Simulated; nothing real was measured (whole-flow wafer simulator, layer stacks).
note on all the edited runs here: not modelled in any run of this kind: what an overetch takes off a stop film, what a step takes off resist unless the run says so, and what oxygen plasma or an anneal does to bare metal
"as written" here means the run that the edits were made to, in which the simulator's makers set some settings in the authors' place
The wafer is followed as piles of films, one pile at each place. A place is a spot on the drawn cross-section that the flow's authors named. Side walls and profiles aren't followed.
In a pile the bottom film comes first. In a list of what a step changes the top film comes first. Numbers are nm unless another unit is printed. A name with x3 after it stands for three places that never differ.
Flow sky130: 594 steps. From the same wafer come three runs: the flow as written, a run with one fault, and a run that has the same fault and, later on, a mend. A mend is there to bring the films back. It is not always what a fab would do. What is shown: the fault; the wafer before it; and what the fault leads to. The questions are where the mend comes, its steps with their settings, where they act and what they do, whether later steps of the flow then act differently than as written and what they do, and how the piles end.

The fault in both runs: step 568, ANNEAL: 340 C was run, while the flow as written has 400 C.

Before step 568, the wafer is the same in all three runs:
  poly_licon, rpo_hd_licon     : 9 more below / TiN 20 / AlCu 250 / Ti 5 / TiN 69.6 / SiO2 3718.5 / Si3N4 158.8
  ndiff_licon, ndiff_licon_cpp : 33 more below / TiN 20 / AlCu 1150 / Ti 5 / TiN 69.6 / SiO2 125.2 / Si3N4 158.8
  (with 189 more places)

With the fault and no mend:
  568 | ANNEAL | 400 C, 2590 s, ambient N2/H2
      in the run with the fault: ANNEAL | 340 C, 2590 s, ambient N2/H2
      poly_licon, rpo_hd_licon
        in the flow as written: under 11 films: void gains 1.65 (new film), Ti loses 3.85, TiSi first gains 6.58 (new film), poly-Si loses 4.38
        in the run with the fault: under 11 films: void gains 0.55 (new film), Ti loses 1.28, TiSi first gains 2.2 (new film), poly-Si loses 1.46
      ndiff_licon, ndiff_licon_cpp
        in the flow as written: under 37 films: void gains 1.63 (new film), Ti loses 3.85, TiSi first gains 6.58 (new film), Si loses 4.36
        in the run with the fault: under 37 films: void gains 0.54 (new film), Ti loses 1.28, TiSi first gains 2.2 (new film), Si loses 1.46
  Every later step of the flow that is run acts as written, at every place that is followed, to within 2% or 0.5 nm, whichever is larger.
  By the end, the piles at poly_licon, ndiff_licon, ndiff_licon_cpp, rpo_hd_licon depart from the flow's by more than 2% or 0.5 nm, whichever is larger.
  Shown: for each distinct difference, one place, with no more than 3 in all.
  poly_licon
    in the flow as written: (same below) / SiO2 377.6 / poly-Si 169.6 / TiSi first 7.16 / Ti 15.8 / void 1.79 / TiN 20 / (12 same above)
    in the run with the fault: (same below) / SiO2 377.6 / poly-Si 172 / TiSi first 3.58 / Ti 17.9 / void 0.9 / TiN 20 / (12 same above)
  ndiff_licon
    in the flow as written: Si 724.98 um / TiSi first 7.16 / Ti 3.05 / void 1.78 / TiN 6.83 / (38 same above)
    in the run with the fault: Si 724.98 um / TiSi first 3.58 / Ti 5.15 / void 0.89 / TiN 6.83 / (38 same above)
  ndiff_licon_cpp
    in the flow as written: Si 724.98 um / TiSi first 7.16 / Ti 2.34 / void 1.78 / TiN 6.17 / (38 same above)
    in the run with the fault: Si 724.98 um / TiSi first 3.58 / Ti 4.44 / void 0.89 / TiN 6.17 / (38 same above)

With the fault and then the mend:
  After step 568 comes the mend.
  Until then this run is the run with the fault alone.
  568a | ANNEAL | 400 C, 2590 s, ambient N2/H2 (the flow's step 568, run once more)
      poly_licon, rpo_hd_licon
        under 11 films: void gains 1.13, Ti loses 2.65, TiSi first gains 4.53, poly-Si loses 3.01
      ndiff_licon, ndiff_licon_cpp
        under 37 films: void gains 1.12, Ti loses 2.65, TiSi first gains 4.53, Si loses 3
  Every later step of the flow that is run acts as written, at every place that is followed, to within 2% or 0.5 nm, whichever is larger.
  The piles end only slightly different from the flow's at the places that both follow, by no more than 2% or 0.5 nm, whichever is larger.
